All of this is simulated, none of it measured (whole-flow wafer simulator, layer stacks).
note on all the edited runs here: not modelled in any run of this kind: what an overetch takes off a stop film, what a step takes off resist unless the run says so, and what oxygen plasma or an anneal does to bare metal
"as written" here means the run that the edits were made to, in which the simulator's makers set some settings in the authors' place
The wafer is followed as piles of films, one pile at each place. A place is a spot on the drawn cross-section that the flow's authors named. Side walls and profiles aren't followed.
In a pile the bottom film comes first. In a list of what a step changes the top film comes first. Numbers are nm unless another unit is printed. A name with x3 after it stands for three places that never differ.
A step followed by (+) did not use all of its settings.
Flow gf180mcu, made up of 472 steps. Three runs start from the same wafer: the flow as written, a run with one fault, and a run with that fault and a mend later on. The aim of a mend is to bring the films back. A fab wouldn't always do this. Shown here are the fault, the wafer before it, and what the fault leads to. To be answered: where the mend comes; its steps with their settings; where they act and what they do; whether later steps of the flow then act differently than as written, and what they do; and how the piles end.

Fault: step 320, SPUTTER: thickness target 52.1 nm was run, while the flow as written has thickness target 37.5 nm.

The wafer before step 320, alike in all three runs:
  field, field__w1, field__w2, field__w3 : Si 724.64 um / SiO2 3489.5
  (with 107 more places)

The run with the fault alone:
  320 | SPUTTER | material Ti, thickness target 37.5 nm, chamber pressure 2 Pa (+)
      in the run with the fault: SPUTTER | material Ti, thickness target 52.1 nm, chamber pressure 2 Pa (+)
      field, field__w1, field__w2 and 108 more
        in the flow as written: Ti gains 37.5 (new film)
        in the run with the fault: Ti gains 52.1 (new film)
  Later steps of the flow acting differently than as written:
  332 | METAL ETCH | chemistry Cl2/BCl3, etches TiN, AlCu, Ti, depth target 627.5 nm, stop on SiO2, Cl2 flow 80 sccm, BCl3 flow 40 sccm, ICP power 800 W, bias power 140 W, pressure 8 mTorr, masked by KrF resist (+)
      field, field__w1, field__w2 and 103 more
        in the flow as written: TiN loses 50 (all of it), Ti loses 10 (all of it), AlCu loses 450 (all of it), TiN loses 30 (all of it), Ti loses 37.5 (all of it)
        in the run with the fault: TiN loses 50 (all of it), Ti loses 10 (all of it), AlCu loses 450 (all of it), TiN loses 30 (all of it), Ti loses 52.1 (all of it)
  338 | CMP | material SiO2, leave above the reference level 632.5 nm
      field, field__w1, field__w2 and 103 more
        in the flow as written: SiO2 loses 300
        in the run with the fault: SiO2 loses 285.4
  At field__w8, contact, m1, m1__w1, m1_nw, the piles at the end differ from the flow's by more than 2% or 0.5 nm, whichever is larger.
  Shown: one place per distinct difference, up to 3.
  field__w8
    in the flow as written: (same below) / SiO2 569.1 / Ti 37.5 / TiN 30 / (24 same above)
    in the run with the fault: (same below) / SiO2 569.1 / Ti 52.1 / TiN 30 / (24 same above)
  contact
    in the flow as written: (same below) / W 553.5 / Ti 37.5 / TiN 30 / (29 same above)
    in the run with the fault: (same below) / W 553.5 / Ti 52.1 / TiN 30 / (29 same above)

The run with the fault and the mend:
  After step 320 comes the mend.
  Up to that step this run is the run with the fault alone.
  320a | METAL ETCH | chemistry Cl2/BCl3, etches TiN, AlCu, Ti, depth target 14.6 nm, Cl2 flow 80 sccm, BCl3 flow 40 sccm, ICP power 800 W, bias power 140 W, pressure 8 mTorr (the flow's step 260, run once more with other settings)
      field, field__w1, field__w2 and 108 more
        Ti loses 14.6
  None of the later steps of the flow acts differently than as written at any place that is followed.
  At every place that both follow, the piles at the end match the flow's.
